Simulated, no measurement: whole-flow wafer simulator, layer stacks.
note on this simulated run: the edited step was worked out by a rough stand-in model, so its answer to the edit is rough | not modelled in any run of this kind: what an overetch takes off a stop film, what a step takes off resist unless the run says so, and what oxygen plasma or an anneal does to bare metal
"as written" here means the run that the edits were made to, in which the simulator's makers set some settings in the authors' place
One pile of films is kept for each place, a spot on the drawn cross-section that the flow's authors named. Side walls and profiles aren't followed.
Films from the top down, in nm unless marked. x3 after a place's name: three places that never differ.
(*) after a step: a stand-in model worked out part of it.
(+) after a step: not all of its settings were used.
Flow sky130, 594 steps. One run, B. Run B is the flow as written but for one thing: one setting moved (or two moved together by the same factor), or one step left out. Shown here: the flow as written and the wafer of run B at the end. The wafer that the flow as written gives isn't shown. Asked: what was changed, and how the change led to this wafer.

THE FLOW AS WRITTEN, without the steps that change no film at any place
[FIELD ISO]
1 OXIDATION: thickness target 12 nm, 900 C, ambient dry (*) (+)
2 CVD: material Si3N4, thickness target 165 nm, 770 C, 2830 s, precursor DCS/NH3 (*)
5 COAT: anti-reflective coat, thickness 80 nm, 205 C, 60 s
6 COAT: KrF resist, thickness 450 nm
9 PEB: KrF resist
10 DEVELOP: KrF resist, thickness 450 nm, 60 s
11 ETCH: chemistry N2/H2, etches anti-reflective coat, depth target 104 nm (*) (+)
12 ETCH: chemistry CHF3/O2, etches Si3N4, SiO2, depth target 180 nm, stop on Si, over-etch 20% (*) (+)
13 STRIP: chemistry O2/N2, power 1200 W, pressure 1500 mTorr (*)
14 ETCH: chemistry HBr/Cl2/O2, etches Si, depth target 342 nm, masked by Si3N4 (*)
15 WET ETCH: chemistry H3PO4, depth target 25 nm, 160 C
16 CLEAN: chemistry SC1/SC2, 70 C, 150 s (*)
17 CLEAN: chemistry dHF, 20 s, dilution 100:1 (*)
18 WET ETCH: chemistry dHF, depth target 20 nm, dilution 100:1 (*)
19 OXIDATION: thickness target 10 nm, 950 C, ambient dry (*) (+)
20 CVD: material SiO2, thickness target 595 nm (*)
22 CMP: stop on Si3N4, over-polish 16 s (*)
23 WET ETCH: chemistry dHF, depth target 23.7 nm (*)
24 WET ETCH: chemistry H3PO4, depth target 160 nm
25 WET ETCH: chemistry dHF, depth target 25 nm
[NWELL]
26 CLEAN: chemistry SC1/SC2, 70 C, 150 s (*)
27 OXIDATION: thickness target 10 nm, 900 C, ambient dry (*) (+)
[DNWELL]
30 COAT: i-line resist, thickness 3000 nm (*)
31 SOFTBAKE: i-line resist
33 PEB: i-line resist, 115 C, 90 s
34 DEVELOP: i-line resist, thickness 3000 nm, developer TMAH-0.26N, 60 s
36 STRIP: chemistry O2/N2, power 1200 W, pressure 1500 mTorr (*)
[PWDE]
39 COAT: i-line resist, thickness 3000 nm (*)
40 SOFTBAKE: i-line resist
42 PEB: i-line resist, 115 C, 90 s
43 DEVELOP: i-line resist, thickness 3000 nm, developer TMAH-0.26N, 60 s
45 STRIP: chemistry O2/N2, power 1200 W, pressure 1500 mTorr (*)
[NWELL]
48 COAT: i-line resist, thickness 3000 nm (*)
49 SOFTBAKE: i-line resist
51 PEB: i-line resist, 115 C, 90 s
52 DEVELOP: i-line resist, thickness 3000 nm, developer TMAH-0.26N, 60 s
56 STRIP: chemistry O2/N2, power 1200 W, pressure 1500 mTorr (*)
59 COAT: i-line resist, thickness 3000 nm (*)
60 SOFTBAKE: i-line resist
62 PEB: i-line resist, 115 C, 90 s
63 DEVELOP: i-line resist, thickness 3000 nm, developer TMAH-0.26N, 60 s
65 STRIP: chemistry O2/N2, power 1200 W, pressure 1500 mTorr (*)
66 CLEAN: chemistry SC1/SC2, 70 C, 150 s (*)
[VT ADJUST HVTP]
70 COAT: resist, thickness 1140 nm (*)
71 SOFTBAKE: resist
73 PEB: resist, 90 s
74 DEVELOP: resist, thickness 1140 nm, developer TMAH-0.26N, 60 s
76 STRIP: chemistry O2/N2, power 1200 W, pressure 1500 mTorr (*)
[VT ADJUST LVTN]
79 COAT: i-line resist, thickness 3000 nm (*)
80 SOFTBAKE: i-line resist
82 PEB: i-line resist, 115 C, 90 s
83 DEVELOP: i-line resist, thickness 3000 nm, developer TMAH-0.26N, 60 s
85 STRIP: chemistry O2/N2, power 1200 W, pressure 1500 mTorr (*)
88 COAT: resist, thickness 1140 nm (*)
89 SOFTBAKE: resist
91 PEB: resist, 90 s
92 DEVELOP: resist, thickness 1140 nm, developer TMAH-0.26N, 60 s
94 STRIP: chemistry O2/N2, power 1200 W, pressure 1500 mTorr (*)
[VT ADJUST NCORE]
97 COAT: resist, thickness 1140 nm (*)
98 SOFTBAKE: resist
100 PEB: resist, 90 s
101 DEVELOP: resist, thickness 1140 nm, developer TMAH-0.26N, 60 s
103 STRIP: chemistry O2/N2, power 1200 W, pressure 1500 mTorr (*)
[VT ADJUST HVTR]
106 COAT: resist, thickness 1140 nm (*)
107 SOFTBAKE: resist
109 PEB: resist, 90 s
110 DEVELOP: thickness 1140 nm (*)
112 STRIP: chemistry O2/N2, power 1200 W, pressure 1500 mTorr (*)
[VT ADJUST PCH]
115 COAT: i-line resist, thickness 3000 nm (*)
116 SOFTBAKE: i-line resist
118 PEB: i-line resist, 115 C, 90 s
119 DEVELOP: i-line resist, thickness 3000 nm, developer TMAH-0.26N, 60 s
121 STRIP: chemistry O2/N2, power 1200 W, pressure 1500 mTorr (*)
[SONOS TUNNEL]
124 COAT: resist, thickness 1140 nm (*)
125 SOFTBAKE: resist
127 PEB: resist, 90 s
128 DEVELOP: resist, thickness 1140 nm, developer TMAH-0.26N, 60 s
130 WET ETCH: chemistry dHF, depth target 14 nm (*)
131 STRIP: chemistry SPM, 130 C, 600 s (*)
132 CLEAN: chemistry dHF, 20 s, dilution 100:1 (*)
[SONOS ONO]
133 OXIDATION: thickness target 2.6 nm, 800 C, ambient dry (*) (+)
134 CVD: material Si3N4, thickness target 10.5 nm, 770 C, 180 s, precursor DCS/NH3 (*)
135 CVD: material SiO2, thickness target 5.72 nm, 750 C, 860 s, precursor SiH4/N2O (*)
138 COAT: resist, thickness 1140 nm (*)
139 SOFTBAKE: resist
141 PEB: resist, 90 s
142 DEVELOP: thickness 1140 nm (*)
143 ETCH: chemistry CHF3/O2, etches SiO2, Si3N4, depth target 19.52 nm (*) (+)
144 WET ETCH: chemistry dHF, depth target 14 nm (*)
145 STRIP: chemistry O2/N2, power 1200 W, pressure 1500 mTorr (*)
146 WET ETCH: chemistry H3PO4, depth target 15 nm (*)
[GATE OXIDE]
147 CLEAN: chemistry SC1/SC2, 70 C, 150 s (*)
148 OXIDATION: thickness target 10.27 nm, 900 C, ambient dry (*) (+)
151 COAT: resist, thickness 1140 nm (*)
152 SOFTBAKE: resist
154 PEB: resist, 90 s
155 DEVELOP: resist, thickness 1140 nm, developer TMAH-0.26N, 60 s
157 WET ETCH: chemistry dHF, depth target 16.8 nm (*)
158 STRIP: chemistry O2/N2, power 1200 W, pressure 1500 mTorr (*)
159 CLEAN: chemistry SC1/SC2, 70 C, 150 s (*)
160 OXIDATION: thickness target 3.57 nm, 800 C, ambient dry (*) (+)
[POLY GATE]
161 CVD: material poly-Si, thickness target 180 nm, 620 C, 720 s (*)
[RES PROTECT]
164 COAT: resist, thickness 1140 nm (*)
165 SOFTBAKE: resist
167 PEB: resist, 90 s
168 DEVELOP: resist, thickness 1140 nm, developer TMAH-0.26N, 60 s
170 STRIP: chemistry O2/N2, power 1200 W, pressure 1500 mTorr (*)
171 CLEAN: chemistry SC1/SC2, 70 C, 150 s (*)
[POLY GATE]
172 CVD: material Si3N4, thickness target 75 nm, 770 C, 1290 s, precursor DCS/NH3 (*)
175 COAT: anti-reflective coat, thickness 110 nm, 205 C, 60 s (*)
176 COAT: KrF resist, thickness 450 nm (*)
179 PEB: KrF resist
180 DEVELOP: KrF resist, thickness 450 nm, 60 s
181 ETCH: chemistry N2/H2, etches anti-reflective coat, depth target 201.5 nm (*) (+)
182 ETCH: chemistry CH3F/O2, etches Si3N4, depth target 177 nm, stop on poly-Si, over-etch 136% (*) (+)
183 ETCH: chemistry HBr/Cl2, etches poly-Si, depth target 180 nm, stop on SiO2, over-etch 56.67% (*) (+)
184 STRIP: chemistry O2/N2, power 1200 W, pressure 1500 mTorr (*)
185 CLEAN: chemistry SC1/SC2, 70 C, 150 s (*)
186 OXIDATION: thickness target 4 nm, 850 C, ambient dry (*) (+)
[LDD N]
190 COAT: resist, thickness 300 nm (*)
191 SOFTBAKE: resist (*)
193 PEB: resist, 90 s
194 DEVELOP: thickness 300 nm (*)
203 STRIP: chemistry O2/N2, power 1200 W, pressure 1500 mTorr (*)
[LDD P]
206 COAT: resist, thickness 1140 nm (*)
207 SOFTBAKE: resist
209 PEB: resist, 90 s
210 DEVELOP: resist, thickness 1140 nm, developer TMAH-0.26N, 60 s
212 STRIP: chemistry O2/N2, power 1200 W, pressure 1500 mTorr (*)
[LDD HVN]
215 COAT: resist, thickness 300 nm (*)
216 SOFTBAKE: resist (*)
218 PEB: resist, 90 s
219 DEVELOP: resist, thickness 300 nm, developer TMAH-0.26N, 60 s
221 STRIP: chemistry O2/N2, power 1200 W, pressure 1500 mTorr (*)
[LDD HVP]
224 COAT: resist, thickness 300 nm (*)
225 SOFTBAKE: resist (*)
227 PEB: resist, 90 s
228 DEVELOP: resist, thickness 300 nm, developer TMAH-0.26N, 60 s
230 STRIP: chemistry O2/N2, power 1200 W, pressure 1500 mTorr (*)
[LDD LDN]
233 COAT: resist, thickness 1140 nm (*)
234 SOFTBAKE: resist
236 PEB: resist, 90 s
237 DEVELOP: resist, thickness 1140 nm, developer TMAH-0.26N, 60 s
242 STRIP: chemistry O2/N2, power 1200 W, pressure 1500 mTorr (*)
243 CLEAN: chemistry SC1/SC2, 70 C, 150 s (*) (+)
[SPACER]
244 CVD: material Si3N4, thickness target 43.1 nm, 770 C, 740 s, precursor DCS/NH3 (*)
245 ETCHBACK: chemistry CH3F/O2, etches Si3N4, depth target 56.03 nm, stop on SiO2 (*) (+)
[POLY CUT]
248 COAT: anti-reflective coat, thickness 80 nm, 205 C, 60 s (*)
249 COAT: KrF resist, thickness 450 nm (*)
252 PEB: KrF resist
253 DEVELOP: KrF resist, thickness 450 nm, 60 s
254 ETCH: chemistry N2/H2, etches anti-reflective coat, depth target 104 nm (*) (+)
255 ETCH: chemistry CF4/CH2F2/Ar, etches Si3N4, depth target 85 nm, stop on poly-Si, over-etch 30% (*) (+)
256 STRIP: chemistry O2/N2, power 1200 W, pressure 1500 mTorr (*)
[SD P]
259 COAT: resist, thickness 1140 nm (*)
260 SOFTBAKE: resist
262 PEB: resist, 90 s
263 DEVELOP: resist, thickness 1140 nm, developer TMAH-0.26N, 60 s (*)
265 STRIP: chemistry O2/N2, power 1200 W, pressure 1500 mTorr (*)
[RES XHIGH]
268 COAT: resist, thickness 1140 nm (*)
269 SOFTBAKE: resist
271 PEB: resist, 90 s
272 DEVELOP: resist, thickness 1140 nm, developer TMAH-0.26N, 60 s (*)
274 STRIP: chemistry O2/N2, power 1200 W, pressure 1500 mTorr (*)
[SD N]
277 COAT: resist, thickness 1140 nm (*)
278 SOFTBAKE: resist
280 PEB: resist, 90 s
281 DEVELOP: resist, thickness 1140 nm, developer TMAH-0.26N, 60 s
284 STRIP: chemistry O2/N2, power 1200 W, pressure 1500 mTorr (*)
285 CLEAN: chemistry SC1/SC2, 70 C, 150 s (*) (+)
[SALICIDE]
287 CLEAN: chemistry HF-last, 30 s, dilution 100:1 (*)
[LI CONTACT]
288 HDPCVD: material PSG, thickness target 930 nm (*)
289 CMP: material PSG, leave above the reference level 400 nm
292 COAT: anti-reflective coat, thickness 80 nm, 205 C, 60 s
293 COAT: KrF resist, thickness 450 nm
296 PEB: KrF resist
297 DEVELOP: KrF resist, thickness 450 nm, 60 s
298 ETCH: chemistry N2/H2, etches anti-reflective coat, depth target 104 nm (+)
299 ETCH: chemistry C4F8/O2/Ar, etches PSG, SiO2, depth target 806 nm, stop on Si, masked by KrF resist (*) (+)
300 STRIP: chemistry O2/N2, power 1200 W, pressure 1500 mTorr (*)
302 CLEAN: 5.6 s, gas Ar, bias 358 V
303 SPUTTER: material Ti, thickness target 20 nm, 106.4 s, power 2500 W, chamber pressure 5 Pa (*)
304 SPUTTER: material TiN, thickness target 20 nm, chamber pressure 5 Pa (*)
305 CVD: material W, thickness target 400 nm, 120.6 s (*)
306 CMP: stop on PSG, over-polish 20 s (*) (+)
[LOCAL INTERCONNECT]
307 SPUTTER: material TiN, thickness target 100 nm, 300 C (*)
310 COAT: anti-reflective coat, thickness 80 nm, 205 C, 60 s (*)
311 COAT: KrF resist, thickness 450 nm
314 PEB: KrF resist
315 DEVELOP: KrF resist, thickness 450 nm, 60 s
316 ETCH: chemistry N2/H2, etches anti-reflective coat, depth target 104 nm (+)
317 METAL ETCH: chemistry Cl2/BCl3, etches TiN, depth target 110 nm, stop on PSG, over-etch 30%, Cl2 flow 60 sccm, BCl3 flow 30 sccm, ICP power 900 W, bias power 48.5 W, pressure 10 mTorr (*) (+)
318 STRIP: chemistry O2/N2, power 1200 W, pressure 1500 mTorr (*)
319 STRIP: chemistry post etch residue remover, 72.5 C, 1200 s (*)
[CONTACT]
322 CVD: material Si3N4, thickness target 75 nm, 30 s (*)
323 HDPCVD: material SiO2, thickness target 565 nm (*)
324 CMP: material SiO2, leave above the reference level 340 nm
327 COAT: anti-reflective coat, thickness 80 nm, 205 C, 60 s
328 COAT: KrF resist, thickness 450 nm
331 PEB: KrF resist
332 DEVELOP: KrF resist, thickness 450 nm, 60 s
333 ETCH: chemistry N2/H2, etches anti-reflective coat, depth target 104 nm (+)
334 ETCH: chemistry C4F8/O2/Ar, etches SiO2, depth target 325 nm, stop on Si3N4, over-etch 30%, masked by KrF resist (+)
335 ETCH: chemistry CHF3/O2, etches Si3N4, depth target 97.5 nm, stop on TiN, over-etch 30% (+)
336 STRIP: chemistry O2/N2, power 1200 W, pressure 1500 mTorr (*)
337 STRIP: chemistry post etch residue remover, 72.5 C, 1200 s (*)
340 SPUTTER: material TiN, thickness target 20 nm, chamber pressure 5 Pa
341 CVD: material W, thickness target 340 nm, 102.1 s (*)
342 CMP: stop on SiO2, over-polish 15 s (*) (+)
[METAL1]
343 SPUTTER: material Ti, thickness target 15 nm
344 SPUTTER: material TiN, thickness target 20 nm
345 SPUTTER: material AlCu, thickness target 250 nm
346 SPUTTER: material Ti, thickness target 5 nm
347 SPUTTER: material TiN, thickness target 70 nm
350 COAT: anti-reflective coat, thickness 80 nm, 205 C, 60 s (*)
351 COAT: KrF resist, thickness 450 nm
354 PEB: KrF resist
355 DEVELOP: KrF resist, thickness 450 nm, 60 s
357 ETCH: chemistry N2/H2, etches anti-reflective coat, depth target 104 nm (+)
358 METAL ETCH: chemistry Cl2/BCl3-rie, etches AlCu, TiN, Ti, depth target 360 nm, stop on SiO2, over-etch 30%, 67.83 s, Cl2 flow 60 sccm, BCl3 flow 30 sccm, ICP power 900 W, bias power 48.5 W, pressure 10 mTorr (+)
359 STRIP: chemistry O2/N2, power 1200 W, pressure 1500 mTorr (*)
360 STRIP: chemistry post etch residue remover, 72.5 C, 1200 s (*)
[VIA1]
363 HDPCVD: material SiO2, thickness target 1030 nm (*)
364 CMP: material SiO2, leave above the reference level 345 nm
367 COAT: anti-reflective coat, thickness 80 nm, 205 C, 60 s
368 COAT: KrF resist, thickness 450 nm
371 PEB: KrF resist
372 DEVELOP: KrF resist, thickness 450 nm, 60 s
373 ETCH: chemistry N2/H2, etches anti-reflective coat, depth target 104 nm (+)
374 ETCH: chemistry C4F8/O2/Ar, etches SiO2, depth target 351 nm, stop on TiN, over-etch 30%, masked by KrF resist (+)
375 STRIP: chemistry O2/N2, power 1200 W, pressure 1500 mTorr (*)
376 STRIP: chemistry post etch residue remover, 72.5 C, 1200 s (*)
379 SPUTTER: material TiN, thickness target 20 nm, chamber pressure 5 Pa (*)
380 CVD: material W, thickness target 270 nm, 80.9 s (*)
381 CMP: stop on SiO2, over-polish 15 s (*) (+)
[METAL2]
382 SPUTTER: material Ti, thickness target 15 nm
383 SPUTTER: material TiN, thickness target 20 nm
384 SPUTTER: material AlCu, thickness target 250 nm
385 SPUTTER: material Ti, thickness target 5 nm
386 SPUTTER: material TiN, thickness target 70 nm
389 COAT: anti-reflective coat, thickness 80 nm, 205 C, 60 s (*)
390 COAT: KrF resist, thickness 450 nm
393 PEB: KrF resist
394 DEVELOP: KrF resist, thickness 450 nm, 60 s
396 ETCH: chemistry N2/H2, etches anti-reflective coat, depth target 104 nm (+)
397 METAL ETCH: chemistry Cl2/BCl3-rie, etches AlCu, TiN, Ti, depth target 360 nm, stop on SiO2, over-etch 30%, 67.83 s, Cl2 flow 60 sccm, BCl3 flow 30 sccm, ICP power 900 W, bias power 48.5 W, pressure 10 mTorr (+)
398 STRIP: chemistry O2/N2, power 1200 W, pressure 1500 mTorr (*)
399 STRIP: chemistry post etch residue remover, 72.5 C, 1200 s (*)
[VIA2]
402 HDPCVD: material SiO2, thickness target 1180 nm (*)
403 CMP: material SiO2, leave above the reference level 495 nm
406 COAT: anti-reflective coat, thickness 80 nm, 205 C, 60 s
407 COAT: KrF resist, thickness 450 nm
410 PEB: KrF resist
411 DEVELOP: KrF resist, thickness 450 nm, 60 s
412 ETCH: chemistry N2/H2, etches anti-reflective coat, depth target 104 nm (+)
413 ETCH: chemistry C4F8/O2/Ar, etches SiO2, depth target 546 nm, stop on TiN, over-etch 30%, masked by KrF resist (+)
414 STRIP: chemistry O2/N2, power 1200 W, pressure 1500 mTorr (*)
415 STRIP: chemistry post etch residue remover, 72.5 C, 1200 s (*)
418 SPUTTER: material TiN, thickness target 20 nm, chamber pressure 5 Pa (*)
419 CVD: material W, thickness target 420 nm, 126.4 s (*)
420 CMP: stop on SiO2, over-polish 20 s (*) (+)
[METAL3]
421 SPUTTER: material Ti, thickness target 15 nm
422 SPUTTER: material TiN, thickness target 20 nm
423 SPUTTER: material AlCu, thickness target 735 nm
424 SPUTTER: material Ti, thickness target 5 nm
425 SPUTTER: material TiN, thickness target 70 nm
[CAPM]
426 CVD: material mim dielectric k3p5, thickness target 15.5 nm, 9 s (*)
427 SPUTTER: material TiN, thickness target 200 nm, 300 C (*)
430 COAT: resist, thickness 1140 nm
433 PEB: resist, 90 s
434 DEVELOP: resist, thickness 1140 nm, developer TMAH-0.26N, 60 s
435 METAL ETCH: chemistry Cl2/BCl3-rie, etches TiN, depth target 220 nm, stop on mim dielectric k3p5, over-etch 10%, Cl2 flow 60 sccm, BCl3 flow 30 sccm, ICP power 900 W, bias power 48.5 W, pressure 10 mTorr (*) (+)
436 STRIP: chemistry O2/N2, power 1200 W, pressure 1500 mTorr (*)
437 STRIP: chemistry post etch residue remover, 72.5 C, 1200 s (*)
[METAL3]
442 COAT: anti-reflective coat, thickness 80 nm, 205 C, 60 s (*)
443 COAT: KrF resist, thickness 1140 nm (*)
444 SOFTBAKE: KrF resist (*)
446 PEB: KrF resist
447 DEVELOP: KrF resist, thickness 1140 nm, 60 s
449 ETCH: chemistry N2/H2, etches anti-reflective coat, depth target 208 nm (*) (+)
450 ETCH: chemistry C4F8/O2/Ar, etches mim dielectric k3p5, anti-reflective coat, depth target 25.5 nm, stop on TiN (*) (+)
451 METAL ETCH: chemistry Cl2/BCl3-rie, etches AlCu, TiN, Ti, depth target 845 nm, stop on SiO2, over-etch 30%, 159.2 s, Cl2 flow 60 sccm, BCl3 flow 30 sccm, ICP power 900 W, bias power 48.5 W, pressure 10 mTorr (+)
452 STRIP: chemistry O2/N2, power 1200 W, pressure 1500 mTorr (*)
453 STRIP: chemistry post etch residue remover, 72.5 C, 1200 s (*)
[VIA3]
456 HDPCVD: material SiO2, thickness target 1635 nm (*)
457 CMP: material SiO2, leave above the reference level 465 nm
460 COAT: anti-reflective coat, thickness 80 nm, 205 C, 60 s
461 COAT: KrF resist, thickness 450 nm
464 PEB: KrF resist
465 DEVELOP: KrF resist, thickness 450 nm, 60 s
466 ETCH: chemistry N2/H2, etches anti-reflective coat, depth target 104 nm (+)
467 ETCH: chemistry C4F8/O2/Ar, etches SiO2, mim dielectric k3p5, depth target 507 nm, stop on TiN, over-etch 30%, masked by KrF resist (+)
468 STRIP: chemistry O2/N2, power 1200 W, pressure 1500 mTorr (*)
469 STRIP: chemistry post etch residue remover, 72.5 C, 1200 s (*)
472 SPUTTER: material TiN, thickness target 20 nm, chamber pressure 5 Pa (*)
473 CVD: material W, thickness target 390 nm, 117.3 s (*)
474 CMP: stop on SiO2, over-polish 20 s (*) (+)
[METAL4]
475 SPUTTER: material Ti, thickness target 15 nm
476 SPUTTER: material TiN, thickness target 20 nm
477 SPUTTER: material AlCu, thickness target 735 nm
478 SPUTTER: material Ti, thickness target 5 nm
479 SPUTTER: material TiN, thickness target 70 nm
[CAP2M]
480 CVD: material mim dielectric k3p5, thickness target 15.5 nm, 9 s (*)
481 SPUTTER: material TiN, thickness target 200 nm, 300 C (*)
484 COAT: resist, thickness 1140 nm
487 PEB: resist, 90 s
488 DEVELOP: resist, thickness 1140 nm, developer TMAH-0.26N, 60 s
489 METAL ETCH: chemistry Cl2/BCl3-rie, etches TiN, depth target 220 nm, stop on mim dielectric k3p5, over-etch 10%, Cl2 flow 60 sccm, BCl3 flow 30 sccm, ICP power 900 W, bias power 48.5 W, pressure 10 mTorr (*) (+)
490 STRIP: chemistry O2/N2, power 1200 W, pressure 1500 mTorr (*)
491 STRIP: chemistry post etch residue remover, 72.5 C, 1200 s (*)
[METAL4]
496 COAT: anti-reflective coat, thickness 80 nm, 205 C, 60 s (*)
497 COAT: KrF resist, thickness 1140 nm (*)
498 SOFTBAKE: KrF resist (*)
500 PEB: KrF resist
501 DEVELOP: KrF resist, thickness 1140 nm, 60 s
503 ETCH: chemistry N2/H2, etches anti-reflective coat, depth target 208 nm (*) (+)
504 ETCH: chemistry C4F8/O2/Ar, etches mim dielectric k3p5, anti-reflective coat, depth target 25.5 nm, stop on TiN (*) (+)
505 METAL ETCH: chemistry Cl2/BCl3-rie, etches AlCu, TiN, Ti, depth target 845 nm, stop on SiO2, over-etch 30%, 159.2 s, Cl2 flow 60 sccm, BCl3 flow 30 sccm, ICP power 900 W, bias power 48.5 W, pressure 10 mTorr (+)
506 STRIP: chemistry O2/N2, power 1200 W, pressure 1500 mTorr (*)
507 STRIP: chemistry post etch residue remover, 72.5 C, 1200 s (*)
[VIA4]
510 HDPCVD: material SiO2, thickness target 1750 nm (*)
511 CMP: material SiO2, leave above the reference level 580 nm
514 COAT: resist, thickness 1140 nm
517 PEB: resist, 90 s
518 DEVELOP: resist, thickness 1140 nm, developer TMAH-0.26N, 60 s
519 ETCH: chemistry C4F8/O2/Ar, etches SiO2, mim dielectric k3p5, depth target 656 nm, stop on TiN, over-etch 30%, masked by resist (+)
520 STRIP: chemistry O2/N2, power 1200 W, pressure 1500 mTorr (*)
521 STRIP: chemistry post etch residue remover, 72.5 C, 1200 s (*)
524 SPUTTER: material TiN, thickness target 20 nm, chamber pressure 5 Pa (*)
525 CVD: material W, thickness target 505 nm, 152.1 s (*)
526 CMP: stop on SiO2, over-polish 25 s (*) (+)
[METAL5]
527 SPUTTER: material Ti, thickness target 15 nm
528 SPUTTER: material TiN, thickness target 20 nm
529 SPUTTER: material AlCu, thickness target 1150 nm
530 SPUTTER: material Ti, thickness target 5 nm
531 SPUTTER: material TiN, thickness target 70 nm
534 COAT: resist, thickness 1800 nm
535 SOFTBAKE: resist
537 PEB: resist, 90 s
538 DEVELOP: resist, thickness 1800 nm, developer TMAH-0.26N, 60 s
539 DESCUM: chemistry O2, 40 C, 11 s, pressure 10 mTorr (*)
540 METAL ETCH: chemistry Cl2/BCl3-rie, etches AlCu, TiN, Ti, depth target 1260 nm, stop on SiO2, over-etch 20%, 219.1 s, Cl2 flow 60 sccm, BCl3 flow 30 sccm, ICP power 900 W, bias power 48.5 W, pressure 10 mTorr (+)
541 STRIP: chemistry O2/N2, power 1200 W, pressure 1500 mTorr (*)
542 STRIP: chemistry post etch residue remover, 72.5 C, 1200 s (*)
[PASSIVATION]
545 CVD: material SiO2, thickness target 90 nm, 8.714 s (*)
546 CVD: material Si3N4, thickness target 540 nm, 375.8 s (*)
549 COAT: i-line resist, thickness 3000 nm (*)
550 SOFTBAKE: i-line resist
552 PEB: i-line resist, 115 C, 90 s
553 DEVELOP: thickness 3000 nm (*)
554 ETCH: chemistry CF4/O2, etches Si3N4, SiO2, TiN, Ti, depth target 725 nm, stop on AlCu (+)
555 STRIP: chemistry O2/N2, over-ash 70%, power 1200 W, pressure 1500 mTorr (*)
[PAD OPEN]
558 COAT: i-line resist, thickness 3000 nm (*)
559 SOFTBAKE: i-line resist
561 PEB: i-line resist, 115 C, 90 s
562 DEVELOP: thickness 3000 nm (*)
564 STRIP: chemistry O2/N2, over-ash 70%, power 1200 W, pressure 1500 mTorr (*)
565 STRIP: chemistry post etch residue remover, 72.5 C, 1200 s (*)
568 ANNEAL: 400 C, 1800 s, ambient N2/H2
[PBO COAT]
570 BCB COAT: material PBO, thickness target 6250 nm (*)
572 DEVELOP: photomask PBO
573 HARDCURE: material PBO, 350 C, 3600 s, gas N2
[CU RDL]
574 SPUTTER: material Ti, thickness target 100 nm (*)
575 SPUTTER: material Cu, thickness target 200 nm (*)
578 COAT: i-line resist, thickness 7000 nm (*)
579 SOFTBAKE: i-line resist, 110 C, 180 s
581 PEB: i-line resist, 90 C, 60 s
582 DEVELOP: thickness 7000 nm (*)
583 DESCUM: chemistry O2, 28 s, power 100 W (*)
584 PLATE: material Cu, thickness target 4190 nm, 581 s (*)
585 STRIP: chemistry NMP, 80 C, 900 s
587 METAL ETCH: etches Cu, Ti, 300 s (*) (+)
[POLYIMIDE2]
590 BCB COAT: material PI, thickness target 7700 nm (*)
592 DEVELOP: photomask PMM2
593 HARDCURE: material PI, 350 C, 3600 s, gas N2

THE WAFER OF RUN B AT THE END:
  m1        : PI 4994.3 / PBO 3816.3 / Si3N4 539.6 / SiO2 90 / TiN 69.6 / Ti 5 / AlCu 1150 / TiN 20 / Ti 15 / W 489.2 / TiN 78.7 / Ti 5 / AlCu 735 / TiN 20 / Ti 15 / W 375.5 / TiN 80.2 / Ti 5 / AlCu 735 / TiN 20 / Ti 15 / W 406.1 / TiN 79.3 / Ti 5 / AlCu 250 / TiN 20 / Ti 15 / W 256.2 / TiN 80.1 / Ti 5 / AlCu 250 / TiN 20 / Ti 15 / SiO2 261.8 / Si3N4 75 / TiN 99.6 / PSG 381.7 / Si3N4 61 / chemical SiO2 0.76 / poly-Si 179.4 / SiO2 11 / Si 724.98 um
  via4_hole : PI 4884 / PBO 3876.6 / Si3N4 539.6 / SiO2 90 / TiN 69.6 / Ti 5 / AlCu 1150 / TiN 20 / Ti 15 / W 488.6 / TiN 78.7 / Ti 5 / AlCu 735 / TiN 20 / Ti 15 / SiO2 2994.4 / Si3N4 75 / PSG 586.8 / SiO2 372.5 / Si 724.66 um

The cause: step 524, SPUTTER: thickness target 12 nm was run, where the flow has thickness target 20 nm.

How the change led to this, step by step:
  524 SPUTTER: material TiN, thickness target 20 nm, chamber pressure 5 Pa (*)
      field, active, n_well and 188 more: TiN +12 (new film) (as written it would be: TiN +20 (new film))
      m1, via4_hole: TiN +9.16 (as written it would be: TiN +15.3)
  526 CMP: stop on SiO2, over-polish 25 s (*) (+)
      field, active, n_well and 188 more: W -505 (all of it), TiN -12 (all of it), SiO2 -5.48 (as written it would be: W -505 (all of it), TiN -20 (all of it), SiO2 -5.48)
